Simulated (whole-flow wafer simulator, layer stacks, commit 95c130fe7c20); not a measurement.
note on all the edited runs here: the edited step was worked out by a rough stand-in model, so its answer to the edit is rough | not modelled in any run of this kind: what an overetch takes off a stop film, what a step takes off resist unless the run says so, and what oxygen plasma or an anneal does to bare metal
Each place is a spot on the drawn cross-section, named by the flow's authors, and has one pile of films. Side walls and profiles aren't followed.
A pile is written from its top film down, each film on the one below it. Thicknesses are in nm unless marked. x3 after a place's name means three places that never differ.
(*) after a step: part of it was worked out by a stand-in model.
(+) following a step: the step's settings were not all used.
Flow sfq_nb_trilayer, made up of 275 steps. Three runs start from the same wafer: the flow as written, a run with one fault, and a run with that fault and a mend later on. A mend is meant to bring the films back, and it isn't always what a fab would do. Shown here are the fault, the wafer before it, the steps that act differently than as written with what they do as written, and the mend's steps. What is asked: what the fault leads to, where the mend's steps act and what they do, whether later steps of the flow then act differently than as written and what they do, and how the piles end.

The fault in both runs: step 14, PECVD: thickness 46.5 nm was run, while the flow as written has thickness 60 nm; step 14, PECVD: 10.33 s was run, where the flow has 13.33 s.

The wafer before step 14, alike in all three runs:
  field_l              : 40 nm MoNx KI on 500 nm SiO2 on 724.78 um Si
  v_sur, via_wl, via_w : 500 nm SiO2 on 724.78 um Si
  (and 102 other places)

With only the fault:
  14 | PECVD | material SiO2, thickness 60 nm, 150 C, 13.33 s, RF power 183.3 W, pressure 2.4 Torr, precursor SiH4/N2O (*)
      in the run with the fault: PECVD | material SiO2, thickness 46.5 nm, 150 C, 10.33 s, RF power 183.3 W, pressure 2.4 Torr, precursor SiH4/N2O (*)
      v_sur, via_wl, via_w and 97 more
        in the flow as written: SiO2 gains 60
        in the run with the fault: SiO2 gains 46.5
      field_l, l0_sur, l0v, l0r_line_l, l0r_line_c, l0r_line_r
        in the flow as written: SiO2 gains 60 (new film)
        in the run with the fault: SiO2 gains 46.5 (new film)
  Steps later in the flow that act otherwise than as written (not shown: 8 more steps that differ only slightly, by at most 2% or 0.5 nm, whichever is larger):
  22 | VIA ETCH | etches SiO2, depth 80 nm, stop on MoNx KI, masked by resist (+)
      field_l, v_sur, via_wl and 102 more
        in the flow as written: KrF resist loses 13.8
        in the run with the fault: KrF resist loses 12
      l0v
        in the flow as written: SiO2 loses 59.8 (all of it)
        in the run with the fault: SiO2 loses 46.3 (all of it)
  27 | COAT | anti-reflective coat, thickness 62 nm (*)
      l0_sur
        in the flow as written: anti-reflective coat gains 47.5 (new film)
        in the run with the fault: anti-reflective coat gains 49 (new film)
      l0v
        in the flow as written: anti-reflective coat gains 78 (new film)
        in the run with the fault: anti-reflective coat gains 73.9 (new film)
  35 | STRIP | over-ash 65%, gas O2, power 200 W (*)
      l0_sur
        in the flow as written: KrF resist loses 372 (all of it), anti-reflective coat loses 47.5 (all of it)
        in the run with the fault: KrF resist loses 372.8 (all of it), anti-reflective coat loses 49 (all of it)
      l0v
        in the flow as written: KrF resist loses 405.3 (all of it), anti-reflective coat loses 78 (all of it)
        in the run with the fault: KrF resist loses 396.8 (all of it), anti-reflective coat loses 73.9 (all of it)
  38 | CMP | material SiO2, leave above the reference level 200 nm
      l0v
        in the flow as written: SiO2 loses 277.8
        in the run with the fault: SiO2 loses 293.5
  By the end, the piles at field_l, v_sur, via_wl and 99 more depart from the flow's by more than 2% or 0.5 nm, whichever is larger.
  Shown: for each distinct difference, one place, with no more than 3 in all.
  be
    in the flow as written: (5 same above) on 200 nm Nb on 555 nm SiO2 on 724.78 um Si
    in the run with the fault: (5 same above) on 200 nm Nb on 541.5 nm SiO2 on 724.78 um Si
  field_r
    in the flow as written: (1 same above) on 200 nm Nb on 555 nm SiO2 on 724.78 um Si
    in the run with the fault: (1 same above) on 200 nm Nb on 541.5 nm SiO2 on 724.78 um Si
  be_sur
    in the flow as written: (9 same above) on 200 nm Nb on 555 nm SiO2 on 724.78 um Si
    in the run with the fault: (9 same above) on 200 nm Nb on 541.5 nm SiO2 on 724.78 um Si

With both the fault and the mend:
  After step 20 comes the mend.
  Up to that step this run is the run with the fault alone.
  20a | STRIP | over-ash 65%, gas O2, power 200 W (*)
      p4_fl x3, p4_w1 x9, p4_g1 x2 and 59 more
        KrF resist loses 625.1 (all of it), anti-reflective coat loses 62 (all of it)
      jj_sur, ce_l, c5j, ce_r, sp_r, be_r, r_sur
        KrF resist loses 632 (all of it), anti-reflective coat loses 63.7 (all of it)
      l0r_line_l, l0r_line_c, l0r_line_r
        KrF resist loses 621.1 (all of it), anti-reflective coat loses 58.9 (all of it)
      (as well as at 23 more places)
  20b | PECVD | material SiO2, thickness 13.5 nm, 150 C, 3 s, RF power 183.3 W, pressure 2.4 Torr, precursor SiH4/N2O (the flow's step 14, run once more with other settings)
      field_l, v_sur, via_wl and 103 more
        SiO2 gains 13.5
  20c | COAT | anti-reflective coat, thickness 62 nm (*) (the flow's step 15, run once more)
      p4_fl x3, p4_w1 x9, p4_g1 x2 and 59 more
        anti-reflective coat gains 62 (new film)
      be_sur, gap, jj_sur and 8 more
        anti-reflective coat gains 63.7 (new film)
      wire, be, moat, field_r, lsp_l
        anti-reflective coat gains 63.8 (new film)
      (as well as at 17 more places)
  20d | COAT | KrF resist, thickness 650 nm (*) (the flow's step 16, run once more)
      p4_fl x3, p4_w1 x9, p4_g1 x2 and 59 more
        KrF resist gains 650 (new film)
      jj_sur, ce_l, c5j, ce_r, sp_r, be_r, r_sur
        KrF resist gains 656.9 (new film)
      l0r_line_l, l0r_line_c, l0r_line_r
        KrF resist gains 646 (new film)
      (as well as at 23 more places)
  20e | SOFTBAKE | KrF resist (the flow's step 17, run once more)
      alters no film at any place that is followed
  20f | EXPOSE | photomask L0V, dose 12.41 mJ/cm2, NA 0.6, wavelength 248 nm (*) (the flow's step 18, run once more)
      alters no film at any place that is followed
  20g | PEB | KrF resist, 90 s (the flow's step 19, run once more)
      p4_fl x3, p4_w1 x9, p4_g1 x2 and 59 more
        KrF resist loses 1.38
      via_v, wire, be and 15 more
        KrF resist loses 1.39
      v_sur, via_w, via_wr, via_sp, lsp_m, ln_m6, lsp_r
        KrF resist loses 1.4
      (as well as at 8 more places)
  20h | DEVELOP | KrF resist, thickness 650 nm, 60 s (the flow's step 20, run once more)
      field_l, v_sur, via_wl and 102 more
        KrF resist loses 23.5
      l0v
        KrF resist loses 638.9 (all of it)
  None of the later steps of the flow differs from how it acts as written, at any place that is followed, by more than 2% or 0.5 nm, whichever is larger.
  At every place that both follow, the piles at the end match the flow's.
